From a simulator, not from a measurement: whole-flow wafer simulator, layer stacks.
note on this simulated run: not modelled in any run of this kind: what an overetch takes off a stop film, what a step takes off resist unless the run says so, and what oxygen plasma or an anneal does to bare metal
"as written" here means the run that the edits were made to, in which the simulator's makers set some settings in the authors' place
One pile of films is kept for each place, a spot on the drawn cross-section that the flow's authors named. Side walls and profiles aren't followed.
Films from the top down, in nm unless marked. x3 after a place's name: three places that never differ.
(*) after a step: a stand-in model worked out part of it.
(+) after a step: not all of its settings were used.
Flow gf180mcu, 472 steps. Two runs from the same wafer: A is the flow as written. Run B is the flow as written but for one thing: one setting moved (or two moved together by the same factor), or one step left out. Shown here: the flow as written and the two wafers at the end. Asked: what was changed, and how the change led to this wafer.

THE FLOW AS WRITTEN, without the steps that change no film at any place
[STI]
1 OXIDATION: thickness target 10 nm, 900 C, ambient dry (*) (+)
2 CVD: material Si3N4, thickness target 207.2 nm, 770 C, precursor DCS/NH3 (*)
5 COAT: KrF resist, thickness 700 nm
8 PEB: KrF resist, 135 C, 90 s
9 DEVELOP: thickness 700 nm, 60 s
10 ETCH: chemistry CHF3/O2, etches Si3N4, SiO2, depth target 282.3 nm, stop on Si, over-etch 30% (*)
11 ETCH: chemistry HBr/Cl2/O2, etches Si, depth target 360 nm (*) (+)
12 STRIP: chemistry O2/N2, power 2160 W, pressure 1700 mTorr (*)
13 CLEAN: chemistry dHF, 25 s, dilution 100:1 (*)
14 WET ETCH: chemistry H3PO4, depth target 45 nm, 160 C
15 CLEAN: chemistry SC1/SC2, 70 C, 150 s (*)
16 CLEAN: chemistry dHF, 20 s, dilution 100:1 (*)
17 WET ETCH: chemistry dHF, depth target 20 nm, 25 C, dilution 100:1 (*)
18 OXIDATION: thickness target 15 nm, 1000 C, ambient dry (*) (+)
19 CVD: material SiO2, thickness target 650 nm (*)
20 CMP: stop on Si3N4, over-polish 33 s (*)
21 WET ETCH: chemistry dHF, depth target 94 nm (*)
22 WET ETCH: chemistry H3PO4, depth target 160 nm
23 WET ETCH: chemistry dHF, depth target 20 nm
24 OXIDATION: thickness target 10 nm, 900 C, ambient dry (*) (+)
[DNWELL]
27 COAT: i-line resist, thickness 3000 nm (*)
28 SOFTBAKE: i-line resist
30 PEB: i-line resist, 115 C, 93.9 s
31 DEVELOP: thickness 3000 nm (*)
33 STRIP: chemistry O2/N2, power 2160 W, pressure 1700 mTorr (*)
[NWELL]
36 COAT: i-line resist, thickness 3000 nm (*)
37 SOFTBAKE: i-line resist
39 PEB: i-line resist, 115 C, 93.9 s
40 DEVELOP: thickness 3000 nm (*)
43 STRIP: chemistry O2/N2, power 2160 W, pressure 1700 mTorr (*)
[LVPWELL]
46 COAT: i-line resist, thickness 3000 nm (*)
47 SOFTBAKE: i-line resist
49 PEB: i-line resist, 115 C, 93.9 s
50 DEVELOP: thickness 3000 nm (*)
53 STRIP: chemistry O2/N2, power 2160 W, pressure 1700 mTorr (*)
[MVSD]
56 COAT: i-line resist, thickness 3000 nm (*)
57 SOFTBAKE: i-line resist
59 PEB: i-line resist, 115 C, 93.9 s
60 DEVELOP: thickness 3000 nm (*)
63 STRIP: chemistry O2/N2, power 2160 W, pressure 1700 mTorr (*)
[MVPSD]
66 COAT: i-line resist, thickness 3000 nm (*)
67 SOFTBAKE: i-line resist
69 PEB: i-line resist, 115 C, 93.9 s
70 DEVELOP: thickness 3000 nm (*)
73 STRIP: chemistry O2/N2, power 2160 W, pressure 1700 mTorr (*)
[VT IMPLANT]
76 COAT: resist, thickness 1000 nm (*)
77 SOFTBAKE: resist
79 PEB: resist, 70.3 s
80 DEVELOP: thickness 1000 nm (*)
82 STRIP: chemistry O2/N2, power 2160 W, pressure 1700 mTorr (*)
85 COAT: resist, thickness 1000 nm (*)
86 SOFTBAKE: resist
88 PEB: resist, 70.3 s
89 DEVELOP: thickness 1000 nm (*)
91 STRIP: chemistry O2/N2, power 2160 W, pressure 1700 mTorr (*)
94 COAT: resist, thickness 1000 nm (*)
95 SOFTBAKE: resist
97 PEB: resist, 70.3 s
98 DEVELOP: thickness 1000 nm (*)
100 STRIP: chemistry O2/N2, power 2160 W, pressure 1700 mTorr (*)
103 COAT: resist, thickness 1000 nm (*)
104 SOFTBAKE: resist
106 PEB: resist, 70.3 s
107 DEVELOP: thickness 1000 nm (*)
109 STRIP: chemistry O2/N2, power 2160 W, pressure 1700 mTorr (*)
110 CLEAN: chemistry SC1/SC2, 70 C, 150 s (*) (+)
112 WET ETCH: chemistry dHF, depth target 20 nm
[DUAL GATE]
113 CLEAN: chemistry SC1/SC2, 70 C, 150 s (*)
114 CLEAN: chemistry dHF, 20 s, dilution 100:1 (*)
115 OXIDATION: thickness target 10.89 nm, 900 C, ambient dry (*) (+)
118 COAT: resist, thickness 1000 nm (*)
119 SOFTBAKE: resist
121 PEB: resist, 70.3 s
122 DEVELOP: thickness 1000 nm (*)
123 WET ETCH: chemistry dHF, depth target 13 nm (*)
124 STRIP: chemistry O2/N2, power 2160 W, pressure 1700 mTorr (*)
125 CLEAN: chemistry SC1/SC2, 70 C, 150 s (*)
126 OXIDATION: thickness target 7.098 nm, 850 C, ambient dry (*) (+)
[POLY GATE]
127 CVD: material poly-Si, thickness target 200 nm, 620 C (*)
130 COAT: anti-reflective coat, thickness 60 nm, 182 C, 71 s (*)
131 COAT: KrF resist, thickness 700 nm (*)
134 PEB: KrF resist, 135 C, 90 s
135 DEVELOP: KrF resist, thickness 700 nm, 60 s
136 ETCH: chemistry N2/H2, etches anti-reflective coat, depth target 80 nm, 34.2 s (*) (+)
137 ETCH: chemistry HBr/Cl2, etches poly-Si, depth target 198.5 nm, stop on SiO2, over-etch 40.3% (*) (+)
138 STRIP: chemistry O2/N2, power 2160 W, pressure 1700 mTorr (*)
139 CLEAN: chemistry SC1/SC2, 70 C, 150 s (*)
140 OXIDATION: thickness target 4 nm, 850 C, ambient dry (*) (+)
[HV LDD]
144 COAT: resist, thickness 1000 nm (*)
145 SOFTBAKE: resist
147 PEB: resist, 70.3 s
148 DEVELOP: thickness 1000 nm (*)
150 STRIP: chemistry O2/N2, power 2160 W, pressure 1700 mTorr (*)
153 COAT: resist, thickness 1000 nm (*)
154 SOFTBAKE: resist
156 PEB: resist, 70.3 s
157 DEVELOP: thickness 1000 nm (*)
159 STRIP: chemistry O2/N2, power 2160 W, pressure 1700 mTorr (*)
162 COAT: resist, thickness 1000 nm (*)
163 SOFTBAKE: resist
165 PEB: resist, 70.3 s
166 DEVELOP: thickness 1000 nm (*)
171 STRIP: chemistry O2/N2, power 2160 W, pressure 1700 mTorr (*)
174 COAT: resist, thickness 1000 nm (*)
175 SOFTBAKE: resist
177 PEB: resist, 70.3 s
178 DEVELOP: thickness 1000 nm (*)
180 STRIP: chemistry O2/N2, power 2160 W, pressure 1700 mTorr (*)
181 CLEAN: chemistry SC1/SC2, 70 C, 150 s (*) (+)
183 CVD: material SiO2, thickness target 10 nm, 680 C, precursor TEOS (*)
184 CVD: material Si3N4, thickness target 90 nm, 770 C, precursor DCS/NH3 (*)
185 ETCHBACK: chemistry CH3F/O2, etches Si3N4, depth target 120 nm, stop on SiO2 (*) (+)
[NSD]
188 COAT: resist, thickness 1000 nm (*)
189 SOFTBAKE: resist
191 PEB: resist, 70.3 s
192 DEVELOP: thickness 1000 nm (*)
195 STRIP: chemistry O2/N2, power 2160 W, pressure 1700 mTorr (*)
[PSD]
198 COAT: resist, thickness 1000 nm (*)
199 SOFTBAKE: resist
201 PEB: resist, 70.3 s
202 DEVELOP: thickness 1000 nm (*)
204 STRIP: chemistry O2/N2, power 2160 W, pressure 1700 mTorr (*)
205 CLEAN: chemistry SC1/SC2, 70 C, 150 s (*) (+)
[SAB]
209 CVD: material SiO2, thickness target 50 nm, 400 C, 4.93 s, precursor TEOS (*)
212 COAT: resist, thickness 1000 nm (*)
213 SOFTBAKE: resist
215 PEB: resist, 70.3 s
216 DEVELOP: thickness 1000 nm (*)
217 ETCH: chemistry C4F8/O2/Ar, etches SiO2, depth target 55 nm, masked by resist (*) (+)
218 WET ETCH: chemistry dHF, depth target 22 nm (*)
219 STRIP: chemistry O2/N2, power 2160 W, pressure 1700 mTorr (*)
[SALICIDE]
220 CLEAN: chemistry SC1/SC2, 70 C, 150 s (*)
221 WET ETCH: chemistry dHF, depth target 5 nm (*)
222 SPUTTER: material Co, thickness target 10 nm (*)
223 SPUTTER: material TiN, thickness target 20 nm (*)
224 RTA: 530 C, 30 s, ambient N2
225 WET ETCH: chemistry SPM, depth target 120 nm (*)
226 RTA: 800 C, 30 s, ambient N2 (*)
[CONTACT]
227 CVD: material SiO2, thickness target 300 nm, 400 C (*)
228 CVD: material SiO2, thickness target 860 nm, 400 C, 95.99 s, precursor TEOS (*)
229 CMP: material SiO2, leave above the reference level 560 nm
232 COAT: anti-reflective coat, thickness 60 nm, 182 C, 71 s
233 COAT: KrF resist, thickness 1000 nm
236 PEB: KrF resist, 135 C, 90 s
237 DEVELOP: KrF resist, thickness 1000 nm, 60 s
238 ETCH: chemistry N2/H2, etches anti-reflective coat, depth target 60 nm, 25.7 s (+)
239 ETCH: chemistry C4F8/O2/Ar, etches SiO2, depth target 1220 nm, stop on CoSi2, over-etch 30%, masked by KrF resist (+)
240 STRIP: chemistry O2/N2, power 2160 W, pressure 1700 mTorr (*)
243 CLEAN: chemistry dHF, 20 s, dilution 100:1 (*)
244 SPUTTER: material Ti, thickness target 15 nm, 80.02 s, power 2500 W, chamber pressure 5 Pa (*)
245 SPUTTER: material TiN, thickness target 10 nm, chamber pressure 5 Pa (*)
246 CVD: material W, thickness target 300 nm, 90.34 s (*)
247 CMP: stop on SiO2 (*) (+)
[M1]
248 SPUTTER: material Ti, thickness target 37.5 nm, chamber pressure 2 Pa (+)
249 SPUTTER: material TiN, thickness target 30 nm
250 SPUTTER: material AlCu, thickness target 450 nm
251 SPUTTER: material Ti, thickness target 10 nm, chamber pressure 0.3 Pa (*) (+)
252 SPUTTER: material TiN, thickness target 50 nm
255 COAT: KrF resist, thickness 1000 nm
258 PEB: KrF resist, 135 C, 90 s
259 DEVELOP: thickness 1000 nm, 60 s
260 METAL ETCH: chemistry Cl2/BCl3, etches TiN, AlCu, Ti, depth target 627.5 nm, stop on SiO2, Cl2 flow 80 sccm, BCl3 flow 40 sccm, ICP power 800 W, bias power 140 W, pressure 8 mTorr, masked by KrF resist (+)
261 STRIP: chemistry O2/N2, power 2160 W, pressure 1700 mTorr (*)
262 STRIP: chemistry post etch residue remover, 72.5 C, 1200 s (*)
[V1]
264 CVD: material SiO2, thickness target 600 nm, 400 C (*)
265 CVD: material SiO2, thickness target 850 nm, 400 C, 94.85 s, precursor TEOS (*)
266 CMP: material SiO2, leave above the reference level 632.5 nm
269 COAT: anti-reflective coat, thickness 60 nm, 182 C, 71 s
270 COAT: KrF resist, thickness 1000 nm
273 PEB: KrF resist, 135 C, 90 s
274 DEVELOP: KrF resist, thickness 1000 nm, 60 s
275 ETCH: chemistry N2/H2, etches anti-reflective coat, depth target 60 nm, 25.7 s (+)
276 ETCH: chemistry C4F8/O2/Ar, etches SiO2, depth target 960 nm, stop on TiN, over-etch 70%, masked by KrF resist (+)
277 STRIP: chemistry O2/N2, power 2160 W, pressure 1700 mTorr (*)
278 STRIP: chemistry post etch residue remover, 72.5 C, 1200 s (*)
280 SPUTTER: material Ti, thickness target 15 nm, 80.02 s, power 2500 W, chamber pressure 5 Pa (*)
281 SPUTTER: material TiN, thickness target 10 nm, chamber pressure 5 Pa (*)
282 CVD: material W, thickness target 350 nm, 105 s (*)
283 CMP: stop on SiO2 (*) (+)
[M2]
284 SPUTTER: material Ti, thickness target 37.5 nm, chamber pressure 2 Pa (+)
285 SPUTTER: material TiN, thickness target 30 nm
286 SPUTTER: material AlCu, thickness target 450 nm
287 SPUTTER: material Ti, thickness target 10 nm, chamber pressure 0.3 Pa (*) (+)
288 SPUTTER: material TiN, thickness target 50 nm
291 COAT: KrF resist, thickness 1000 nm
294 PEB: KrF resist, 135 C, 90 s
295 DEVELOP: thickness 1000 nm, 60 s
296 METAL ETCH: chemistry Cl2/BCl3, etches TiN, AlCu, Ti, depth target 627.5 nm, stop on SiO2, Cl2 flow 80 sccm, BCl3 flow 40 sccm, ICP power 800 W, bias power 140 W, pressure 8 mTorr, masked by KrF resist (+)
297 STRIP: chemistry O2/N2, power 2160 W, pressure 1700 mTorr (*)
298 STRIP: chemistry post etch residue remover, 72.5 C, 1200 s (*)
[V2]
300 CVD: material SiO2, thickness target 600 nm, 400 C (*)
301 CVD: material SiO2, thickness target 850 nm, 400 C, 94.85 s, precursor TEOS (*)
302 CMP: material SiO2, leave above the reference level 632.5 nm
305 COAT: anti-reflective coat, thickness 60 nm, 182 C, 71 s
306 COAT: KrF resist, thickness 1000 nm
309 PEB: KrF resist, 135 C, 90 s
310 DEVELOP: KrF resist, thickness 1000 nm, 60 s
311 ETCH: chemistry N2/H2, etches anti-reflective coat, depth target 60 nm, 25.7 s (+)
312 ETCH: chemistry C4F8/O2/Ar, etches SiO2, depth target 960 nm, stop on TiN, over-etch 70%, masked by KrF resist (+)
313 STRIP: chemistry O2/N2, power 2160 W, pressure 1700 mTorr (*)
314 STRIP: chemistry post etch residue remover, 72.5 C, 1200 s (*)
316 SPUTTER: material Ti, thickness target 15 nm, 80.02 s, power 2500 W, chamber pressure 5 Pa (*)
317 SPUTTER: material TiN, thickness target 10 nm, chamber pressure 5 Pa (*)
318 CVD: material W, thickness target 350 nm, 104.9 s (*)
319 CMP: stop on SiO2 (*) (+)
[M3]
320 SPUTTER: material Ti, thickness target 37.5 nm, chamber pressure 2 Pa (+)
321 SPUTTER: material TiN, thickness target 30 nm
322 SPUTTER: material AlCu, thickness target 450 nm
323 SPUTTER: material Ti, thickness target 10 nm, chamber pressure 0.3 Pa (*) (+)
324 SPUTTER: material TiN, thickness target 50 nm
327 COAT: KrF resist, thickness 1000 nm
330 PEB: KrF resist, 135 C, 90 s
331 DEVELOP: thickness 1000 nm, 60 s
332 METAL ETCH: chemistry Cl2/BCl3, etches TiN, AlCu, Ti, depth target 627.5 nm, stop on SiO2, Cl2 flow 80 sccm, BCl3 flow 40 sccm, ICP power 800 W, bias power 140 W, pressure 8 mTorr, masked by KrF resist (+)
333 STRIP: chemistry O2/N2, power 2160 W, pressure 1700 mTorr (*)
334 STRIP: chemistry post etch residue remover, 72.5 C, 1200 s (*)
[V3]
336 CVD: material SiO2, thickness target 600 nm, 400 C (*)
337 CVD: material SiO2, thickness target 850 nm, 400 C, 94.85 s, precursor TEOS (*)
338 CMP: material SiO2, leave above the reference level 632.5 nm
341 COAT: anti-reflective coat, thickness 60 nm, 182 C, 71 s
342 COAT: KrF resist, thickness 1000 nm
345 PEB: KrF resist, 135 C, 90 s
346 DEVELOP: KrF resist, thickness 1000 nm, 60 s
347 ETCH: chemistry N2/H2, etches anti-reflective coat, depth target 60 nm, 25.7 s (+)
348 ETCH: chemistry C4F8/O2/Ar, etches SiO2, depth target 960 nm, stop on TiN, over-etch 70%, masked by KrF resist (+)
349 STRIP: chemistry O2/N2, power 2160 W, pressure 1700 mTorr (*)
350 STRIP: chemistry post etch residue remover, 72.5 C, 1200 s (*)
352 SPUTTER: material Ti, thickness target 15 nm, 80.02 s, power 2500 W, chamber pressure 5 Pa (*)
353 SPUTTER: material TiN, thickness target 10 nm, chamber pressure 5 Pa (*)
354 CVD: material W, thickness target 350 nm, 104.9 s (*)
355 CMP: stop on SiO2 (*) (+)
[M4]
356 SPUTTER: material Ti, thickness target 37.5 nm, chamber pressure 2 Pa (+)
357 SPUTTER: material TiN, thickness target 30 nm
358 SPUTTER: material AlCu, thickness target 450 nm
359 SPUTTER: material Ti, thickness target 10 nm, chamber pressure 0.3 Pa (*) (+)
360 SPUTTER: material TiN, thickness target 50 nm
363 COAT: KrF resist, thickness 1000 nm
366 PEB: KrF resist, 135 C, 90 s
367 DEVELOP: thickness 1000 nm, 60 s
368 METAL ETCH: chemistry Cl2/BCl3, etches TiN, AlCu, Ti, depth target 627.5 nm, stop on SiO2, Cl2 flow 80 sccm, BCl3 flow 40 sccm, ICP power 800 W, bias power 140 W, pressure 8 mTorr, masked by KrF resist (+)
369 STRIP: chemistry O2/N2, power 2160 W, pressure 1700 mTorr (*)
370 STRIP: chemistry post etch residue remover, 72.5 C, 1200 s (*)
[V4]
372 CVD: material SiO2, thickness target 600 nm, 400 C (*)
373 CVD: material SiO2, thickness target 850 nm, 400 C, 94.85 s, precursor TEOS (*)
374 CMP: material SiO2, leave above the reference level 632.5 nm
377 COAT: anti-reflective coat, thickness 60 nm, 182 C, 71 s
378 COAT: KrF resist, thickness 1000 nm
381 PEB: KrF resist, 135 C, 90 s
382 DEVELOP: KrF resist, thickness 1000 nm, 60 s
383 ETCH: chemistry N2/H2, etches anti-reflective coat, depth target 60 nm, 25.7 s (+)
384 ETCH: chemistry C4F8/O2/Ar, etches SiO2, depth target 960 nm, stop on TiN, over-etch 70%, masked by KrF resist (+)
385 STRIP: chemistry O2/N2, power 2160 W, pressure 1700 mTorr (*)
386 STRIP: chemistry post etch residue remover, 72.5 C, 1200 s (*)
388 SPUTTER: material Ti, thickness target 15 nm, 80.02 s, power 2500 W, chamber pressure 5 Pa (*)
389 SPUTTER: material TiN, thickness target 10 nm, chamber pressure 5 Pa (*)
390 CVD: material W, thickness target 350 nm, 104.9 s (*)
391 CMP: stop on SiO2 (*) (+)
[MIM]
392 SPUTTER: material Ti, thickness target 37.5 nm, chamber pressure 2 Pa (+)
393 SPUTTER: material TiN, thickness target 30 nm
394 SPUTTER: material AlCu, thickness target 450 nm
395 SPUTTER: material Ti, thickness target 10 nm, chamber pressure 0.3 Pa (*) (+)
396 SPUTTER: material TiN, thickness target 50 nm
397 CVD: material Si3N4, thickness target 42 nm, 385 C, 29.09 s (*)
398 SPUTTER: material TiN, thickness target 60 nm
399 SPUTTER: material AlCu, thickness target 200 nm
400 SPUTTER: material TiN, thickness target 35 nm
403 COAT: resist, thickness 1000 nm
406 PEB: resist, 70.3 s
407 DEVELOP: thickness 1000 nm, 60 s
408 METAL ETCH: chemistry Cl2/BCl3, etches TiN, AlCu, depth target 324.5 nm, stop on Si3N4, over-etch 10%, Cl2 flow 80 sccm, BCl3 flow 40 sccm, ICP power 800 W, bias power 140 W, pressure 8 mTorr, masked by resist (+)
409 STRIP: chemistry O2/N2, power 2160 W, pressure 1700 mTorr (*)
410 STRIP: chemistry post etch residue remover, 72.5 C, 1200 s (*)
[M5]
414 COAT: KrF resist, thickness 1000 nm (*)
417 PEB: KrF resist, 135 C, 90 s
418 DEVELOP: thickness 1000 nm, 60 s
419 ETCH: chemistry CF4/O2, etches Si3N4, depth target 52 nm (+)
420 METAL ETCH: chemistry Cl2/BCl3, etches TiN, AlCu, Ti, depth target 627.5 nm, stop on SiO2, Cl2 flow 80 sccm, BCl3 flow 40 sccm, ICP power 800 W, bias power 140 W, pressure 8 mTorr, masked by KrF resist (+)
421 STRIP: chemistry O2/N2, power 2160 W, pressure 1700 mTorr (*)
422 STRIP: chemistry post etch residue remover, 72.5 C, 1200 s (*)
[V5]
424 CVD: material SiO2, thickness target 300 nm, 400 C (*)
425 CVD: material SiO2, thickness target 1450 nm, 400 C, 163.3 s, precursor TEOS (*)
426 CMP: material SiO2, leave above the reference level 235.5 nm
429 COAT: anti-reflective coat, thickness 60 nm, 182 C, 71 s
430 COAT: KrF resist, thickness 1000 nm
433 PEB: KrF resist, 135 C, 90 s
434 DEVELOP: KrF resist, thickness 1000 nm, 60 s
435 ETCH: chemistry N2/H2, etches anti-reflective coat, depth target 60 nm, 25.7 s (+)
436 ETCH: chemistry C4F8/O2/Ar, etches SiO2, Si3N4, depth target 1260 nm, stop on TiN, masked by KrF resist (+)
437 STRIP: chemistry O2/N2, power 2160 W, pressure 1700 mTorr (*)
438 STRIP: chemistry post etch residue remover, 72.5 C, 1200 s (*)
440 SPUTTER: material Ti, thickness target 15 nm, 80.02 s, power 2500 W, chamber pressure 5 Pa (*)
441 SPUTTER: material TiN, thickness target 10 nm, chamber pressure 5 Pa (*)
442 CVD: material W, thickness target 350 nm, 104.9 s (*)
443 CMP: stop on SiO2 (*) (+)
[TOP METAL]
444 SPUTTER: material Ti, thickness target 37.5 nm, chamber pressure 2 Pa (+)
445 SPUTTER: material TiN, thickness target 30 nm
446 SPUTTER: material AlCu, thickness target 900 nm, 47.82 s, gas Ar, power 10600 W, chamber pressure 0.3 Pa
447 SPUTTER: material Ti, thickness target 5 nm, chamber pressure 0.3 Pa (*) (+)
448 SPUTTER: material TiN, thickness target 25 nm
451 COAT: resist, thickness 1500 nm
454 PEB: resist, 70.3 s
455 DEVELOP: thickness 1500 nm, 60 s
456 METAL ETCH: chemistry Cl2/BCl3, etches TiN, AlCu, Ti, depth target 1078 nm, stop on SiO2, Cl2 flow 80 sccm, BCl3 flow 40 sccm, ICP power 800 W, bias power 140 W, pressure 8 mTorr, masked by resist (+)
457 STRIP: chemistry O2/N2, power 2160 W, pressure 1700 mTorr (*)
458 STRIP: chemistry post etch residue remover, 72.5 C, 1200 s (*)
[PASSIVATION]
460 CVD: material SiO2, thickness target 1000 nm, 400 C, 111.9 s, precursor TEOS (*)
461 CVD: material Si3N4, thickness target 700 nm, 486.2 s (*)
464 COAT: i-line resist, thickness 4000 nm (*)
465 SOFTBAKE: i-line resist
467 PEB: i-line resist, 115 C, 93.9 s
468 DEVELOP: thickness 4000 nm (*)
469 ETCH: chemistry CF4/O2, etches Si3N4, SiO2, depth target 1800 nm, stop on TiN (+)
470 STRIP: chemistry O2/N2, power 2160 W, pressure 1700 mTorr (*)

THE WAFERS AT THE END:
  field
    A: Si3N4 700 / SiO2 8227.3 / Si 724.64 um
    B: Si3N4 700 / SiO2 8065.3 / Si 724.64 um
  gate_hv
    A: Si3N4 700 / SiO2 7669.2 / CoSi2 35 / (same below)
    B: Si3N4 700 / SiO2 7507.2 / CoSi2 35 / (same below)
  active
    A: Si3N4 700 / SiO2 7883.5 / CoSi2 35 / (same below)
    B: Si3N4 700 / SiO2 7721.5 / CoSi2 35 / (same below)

The cause: step 229, CMP: leave above the reference level 398 nm was run, where the flow has leave above the reference level 560 nm.

How the change led to this, step by step:
  229 CMP: material SiO2, leave above the reference level 560 nm
      gate_hv, gate_nat, ld_gate_n and 11 more: A SiO2 -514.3 | B SiO2 -676.3
      ldn_sep__w1, ldn_sep__w2, ldn_dft and 8 more: A SiO2 -311 | B SiO2 -473
      (and at 86 more places)
  239 ETCH: chemistry C4F8/O2/Ar, etches SiO2, depth target 1220 nm, stop on CoSi2, over-etch 30%, masked by KrF resist (+)
      field, field__w1, field__w2 and 105 more: A KrF resist -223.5 | B KrF resist -181.4
      polyc_n, polyc_p: A SiO2 -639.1 (all of it) | B SiO2 -477.1 (all of it)
      (and at 1 more place)
  240 STRIP: chemistry O2/N2, power 2160 W, pressure 1700 mTorr (*)
      field, field__w1, field__w2 and 105 more: A KrF resist -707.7 (all of it), anti-reflective coat -60 (all of it) | B KrF resist -749.8 (all of it), anti-reflective coat -60 (all of it)
  244 SPUTTER: material Ti, thickness target 15 nm, 80.02 s, power 2500 W, chamber pressure 5 Pa (*)
      contact: A Ti +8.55 (new film) | B Ti +9.41 (new film)
  245 SPUTTER: material TiN, thickness target 10 nm, chamber pressure 5 Pa (*)
      contact: A TiN +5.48 (new film) | B TiN +6.02 (new film)
  246 CVD: material W, thickness target 300 nm, 90.34 s (*)
      polyc_n, polyc_p: A W +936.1 (new film) | B W +774.1 (new film)
      contact: A W +1167.5 (new film) | B W +1004.1 (new film)
